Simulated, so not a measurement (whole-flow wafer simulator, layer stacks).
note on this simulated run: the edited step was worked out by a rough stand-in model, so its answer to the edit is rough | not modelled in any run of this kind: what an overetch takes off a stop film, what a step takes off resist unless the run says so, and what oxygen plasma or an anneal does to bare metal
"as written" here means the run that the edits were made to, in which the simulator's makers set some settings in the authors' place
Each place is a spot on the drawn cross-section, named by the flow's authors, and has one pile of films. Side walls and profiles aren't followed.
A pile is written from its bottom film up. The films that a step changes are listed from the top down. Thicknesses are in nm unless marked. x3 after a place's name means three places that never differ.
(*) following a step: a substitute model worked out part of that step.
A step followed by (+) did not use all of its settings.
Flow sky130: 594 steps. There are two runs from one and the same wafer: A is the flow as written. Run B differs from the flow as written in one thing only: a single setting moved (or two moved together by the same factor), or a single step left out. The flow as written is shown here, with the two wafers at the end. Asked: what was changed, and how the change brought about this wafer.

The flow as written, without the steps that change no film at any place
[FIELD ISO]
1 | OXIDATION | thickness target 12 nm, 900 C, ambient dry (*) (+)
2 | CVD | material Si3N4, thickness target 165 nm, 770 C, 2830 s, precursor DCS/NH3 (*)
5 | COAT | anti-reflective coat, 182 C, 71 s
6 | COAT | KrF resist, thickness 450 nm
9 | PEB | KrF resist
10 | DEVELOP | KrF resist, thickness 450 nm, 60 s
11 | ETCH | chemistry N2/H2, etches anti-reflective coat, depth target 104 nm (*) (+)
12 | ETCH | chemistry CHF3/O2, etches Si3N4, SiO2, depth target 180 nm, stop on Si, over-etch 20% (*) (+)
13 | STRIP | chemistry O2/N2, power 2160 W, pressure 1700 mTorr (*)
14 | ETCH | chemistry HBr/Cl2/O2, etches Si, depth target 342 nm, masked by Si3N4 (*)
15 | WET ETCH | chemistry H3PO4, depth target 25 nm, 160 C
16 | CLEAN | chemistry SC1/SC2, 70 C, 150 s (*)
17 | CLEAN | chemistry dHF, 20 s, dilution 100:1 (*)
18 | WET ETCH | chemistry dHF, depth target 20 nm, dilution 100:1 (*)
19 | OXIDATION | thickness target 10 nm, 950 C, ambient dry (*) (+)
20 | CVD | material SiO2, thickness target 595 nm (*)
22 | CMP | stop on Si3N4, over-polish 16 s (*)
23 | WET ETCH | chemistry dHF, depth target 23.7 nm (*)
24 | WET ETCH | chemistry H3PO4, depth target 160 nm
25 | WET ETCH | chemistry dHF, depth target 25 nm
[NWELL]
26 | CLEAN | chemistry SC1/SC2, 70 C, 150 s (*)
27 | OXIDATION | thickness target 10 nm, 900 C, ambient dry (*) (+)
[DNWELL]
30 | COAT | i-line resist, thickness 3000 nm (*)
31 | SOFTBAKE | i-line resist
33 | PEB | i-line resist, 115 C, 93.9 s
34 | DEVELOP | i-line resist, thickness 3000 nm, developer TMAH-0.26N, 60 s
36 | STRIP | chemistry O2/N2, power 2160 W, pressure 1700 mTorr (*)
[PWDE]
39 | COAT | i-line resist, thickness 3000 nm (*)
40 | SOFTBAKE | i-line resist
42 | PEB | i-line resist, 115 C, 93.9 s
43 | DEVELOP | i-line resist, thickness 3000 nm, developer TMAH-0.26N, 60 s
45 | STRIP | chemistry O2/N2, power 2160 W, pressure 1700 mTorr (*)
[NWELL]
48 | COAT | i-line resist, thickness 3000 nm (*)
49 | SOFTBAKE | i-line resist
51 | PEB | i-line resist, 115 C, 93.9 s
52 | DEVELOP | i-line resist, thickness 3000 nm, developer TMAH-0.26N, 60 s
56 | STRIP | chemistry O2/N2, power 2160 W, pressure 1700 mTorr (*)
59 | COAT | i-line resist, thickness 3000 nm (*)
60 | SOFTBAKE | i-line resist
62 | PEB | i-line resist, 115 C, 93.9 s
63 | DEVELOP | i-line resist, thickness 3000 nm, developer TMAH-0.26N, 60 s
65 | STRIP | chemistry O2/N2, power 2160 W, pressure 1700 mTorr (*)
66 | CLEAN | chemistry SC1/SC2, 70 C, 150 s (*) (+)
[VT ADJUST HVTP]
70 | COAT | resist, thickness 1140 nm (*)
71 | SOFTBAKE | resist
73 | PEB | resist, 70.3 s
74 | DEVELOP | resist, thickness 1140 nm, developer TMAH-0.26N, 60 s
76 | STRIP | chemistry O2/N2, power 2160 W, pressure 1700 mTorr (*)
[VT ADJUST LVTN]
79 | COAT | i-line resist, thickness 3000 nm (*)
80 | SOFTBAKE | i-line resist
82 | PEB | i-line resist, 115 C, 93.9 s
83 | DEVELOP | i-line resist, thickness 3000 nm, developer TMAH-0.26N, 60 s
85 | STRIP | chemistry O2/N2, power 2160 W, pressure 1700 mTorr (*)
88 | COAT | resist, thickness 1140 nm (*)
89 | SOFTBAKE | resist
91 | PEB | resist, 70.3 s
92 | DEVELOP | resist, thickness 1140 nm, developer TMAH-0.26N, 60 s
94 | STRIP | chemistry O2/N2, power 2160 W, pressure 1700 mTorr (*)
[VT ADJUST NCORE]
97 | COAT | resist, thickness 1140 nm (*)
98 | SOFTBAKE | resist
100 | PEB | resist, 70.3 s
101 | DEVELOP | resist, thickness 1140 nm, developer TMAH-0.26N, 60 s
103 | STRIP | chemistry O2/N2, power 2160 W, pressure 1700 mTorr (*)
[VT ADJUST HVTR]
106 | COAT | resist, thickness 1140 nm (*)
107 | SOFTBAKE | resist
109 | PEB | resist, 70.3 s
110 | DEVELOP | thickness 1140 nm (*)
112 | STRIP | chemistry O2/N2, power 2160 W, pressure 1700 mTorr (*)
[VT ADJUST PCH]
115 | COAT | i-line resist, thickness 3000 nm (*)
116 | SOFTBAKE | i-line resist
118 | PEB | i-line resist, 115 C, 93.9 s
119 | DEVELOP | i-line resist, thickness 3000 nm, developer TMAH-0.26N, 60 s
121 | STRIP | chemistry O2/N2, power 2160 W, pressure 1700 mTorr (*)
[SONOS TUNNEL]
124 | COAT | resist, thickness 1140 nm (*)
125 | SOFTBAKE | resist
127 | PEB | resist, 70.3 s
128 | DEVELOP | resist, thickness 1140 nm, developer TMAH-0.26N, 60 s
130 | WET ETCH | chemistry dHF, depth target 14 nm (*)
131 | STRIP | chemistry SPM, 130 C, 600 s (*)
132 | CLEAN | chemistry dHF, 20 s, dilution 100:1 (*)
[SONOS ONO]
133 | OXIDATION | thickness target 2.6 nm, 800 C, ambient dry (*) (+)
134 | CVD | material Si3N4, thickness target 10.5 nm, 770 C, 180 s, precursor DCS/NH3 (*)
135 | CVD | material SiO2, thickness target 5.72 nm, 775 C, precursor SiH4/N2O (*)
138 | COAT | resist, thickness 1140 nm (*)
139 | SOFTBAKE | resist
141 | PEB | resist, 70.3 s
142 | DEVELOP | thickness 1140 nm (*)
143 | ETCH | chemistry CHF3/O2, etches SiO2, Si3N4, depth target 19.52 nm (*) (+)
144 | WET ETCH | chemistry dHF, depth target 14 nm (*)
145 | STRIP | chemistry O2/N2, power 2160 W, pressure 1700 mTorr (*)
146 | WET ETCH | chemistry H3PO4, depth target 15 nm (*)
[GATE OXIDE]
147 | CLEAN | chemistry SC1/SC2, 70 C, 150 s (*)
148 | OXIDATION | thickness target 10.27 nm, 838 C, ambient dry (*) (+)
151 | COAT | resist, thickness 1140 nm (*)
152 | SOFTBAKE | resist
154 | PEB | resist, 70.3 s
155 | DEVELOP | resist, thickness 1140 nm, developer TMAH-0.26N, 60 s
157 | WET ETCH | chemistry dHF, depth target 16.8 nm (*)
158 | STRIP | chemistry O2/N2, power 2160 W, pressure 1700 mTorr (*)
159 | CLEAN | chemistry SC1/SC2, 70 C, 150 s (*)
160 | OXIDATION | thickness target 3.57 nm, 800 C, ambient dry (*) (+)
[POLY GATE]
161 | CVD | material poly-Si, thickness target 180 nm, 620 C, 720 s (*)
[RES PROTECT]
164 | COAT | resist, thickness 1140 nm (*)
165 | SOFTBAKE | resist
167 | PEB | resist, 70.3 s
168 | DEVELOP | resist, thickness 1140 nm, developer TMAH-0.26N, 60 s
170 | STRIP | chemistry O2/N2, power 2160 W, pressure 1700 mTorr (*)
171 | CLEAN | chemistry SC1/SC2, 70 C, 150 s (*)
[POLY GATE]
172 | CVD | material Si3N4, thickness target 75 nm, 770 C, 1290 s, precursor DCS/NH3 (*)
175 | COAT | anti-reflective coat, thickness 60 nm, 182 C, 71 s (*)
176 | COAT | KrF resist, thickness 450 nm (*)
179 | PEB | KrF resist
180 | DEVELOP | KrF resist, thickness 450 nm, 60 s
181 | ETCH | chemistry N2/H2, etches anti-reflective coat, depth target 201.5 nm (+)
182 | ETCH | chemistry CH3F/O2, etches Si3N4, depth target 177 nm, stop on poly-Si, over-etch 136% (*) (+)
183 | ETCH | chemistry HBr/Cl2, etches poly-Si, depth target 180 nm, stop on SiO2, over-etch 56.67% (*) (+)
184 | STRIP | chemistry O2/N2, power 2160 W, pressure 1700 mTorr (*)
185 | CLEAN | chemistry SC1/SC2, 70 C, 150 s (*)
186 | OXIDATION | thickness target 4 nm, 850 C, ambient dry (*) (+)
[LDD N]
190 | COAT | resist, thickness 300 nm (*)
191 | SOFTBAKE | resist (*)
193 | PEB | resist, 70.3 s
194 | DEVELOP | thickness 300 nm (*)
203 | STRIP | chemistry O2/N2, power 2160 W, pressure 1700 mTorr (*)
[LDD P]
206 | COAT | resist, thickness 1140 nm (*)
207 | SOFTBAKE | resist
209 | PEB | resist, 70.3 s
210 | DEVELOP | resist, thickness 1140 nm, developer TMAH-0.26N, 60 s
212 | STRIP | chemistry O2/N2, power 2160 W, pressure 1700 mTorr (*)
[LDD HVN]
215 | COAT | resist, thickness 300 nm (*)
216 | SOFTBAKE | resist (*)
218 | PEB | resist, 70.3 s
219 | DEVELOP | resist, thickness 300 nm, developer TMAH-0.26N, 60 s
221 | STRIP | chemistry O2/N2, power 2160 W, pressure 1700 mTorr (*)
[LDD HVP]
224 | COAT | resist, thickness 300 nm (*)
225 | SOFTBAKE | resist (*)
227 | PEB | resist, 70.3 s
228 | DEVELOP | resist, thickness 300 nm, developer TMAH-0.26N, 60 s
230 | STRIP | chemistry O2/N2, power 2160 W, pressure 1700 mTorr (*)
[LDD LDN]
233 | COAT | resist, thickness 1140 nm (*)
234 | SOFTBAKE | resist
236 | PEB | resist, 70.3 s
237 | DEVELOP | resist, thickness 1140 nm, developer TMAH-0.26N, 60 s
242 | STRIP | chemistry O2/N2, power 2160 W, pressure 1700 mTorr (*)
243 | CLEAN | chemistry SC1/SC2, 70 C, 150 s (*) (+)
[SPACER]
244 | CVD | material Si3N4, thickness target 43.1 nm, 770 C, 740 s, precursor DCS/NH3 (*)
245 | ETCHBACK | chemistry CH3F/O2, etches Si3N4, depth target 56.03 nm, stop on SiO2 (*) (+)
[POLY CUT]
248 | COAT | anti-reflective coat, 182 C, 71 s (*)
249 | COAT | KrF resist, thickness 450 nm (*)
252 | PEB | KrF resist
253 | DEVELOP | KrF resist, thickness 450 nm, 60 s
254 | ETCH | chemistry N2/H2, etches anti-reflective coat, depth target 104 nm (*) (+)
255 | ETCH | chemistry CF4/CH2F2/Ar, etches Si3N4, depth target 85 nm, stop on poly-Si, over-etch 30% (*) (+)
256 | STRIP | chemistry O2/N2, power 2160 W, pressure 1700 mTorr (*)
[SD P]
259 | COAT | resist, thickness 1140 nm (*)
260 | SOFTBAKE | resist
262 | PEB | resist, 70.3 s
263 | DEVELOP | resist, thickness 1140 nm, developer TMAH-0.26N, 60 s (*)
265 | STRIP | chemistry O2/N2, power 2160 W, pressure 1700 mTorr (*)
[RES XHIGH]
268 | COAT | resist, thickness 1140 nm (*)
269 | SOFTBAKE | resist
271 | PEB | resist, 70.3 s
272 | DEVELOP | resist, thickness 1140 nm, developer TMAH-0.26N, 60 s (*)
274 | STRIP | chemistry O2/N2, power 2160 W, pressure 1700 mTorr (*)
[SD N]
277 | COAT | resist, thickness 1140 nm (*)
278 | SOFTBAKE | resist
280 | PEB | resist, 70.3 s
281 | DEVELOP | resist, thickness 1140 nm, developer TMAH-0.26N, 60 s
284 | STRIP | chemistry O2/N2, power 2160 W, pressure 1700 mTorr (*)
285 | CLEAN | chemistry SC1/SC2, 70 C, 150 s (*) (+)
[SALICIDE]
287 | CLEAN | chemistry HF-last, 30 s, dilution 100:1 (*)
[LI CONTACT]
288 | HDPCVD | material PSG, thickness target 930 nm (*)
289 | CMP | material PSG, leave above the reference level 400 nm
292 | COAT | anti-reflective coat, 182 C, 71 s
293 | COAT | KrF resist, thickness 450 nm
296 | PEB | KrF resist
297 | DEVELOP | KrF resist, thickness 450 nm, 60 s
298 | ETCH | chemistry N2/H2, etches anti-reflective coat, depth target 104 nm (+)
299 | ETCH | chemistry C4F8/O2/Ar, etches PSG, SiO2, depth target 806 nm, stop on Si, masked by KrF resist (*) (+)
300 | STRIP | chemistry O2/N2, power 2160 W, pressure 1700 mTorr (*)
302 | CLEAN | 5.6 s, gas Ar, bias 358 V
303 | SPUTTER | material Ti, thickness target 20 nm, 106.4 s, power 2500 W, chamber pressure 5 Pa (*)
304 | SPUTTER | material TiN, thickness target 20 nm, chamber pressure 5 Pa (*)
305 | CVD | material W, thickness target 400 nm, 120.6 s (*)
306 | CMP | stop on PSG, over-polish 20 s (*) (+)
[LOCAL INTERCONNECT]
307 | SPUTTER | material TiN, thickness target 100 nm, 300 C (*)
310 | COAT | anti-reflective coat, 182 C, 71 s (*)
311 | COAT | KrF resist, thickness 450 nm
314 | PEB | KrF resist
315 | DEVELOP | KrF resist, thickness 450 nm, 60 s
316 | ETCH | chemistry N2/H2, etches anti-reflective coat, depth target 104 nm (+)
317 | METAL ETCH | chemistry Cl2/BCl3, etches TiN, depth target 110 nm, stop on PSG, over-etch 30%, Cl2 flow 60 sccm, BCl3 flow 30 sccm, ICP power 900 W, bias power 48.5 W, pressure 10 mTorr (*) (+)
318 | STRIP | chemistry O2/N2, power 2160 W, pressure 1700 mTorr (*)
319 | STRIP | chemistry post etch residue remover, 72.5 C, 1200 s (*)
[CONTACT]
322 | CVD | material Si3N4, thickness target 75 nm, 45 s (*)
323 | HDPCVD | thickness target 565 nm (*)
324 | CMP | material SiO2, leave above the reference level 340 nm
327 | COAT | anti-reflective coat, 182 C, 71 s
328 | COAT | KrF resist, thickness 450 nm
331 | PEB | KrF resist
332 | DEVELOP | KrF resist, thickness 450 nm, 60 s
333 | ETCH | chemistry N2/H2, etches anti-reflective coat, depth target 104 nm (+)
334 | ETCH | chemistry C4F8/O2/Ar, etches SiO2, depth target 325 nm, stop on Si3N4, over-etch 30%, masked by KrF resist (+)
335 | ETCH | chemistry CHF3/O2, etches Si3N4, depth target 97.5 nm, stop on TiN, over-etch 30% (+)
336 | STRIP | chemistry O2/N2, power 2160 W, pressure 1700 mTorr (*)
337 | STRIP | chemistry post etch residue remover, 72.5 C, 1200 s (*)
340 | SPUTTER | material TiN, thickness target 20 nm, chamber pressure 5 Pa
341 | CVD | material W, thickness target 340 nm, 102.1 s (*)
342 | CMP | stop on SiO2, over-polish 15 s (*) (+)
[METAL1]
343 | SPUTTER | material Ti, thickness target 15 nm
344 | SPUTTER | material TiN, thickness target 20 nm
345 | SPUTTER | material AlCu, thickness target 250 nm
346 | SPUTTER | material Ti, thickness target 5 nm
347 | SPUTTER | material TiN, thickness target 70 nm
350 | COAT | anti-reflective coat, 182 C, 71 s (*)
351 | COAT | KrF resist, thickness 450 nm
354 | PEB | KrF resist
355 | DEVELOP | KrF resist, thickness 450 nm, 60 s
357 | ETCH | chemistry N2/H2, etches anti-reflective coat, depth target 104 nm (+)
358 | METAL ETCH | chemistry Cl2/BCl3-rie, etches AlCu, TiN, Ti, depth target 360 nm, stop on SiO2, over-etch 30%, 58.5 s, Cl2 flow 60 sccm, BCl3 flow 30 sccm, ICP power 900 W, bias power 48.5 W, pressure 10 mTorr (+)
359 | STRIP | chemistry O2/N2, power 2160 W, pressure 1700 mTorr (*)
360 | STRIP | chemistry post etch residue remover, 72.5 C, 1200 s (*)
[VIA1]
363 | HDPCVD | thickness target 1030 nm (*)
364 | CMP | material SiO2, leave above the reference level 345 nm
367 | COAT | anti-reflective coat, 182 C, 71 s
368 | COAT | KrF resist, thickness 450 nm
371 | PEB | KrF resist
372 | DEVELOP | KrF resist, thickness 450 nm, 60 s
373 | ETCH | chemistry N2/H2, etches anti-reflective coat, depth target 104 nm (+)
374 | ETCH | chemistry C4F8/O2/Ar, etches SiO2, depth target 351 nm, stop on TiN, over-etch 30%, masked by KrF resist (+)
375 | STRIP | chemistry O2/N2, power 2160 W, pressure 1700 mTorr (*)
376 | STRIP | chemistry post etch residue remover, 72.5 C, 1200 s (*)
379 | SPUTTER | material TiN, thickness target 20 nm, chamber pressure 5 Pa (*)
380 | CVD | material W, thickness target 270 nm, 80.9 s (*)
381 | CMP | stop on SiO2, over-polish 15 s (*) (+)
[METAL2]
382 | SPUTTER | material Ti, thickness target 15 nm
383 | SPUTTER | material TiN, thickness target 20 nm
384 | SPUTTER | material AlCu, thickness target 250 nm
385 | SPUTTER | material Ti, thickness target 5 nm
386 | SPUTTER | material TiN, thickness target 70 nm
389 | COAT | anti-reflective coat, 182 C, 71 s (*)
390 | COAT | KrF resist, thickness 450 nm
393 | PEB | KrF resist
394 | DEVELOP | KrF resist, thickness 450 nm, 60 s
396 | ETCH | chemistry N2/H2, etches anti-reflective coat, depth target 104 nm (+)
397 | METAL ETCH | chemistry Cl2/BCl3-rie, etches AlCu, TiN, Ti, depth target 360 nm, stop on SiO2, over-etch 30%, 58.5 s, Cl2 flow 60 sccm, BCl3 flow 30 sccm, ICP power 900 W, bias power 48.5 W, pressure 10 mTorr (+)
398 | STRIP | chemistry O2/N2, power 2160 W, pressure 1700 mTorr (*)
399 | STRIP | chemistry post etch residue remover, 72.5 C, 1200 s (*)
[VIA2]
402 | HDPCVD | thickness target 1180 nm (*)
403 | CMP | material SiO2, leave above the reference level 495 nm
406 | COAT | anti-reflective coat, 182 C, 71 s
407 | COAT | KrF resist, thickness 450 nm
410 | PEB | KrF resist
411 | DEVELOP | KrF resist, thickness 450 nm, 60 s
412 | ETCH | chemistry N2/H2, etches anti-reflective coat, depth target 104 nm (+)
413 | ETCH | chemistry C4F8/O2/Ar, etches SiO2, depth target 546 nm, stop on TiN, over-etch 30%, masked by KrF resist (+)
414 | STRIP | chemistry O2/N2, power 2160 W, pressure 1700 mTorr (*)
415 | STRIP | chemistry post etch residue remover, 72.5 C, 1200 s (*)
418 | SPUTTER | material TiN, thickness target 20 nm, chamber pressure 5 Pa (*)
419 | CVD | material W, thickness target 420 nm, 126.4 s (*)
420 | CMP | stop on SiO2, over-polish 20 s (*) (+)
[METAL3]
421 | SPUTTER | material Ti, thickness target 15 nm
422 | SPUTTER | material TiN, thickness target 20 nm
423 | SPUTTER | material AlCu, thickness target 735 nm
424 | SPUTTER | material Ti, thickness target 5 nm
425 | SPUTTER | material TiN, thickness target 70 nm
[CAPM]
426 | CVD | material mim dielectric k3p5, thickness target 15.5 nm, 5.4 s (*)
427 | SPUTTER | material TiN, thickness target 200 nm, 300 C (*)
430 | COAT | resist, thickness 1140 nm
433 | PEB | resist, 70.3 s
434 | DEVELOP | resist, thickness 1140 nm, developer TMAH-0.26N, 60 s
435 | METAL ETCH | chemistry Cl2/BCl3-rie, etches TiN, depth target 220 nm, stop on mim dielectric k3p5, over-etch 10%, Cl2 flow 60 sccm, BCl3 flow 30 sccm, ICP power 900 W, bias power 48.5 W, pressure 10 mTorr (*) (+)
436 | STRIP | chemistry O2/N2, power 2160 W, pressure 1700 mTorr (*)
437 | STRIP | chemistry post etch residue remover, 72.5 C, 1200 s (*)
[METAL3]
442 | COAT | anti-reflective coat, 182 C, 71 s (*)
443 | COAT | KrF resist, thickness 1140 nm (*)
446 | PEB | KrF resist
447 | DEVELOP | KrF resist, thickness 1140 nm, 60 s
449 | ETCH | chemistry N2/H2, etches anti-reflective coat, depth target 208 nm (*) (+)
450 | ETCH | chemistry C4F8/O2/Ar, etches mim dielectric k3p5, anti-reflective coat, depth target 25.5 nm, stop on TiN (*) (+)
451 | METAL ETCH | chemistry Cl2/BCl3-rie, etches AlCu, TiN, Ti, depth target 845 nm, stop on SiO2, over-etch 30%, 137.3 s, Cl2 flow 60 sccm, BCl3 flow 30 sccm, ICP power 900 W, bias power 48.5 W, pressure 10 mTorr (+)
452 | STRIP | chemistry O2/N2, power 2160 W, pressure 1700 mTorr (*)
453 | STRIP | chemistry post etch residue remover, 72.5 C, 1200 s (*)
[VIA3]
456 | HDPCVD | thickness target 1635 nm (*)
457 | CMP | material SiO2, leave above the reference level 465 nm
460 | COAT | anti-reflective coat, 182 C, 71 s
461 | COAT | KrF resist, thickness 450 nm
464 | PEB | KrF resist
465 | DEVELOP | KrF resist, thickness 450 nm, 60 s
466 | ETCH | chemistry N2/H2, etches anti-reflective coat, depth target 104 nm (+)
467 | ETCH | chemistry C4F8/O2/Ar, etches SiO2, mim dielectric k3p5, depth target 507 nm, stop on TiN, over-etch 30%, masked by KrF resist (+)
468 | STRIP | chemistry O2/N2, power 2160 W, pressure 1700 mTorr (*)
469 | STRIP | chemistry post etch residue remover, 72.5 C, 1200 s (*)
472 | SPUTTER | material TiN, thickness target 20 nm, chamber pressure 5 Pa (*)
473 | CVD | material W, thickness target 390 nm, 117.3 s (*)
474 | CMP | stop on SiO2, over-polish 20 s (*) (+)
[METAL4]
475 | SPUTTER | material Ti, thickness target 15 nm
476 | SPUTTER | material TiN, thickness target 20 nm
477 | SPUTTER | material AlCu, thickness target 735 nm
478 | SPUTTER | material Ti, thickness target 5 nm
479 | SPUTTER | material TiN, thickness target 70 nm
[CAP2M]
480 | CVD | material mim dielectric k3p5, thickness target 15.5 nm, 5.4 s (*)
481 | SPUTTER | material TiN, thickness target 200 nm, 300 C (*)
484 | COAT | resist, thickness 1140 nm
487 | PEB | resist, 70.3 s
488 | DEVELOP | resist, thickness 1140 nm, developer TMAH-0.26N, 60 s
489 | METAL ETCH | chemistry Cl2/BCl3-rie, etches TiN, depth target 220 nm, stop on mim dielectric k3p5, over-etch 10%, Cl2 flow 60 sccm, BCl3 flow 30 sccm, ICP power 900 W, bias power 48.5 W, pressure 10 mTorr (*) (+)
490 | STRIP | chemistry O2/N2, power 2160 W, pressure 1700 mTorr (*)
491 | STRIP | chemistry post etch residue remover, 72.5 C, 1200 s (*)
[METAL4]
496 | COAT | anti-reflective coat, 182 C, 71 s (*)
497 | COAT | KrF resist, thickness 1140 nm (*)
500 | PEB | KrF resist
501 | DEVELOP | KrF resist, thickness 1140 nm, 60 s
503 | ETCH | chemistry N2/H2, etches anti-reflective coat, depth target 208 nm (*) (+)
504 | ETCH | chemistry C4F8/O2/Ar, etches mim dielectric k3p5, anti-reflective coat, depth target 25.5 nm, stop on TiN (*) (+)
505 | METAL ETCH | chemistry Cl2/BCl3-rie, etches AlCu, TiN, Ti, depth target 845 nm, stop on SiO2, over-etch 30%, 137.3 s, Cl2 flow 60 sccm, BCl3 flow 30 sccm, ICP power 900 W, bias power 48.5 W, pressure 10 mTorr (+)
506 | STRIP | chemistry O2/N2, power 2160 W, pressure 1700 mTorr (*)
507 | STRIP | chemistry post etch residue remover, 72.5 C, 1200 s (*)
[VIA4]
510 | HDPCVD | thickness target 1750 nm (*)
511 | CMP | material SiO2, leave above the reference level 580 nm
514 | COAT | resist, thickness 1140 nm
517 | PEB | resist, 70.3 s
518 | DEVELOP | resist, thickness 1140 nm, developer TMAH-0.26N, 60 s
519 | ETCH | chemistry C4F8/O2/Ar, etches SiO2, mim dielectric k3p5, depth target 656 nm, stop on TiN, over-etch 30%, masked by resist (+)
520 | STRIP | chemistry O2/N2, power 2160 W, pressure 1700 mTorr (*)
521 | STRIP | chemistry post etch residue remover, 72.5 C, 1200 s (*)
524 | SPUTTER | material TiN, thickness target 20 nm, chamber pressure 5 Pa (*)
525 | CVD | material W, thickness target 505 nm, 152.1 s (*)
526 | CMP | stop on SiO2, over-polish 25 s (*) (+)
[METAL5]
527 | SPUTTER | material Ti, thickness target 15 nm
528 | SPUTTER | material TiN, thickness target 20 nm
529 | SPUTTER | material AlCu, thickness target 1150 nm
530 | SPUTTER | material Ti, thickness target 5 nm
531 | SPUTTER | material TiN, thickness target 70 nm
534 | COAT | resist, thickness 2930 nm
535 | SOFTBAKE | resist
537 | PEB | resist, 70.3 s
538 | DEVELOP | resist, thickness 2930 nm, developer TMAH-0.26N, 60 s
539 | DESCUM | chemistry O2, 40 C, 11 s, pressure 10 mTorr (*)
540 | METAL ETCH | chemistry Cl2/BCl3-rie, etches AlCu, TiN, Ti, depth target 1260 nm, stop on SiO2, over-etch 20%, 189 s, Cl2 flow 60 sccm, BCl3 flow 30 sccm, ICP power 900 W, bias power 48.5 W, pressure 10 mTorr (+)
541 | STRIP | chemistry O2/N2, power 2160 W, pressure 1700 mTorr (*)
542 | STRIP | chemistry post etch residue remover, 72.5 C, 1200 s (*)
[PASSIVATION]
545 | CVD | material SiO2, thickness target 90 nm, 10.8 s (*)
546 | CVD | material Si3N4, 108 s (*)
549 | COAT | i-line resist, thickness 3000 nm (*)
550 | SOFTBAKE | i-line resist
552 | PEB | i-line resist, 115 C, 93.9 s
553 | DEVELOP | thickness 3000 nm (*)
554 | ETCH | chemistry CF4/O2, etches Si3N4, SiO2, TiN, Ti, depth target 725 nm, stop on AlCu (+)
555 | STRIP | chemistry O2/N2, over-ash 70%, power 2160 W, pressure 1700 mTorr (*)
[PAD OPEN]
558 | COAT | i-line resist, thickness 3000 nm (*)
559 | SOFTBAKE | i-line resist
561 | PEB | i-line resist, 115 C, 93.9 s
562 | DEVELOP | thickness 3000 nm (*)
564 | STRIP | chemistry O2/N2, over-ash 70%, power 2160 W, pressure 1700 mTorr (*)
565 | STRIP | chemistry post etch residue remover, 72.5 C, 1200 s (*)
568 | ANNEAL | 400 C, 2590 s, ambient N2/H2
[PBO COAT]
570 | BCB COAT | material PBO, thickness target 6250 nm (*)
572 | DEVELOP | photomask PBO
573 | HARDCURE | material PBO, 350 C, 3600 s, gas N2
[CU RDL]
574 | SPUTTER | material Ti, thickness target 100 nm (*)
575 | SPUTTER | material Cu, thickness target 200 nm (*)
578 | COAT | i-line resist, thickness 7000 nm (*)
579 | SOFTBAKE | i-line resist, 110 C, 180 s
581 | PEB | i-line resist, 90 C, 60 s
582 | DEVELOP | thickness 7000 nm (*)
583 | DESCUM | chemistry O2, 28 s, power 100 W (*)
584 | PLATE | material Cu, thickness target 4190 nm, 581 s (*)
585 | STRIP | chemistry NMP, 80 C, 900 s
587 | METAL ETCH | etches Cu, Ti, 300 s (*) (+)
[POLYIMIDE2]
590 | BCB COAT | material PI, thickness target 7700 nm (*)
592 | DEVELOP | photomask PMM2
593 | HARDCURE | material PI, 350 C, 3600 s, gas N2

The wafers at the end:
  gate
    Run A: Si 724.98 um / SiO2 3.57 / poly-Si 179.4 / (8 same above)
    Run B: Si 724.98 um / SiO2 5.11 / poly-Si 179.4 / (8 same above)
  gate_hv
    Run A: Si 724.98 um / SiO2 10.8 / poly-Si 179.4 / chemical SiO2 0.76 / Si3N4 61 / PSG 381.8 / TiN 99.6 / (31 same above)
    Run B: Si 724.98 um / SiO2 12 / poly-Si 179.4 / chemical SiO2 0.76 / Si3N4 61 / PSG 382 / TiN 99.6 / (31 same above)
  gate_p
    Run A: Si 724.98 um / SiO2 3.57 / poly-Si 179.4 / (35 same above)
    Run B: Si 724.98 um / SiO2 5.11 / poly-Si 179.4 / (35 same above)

The reason: step 160, OXIDATION: thickness target 5.11 nm was run, while the flow as written has thickness target 3.57 nm.
The wafer itself shows it: gate has SiO2 5.11, and step 160 as written asks for 3.57 nm.

Step by step, how the change led to this:
  160 | OXIDATION | thickness target 3.57 nm, 800 C, ambient dry (*) (+)
      active, n_well, p_well and 58 more: A SiO2 gains 3.57 (new film), chemical SiO2 loses 0.76 (all of it), Si loses 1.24 | B SiO2 gains 5.11 (new film), chemical SiO2 loses 0.76 (all of it), Si loses 1.92
      gate_hv, m1, pad and 37 more: A SiO2 gains 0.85, Si loses 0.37 | B SiO2 gains 2.09, Si loses 0.92
  299 | ETCH | chemistry C4F8/O2/Ar, etches PSG, SiO2, depth target 806 nm, stop on Si, masked by KrF resist (*) (+)
      contact, ndiff_licon, ndiff_licon_cpp: A PSG loses 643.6 (all of it), SiO2 loses 1.16 (all of it) | B PSG loses 643.7 (all of it), SiO2 loses 2.44 (all of it)
  306 | CMP | stop on PSG, over-polish 20 s (*) (+)
      poly_licon: A W loses 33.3 | B W loses 32.6
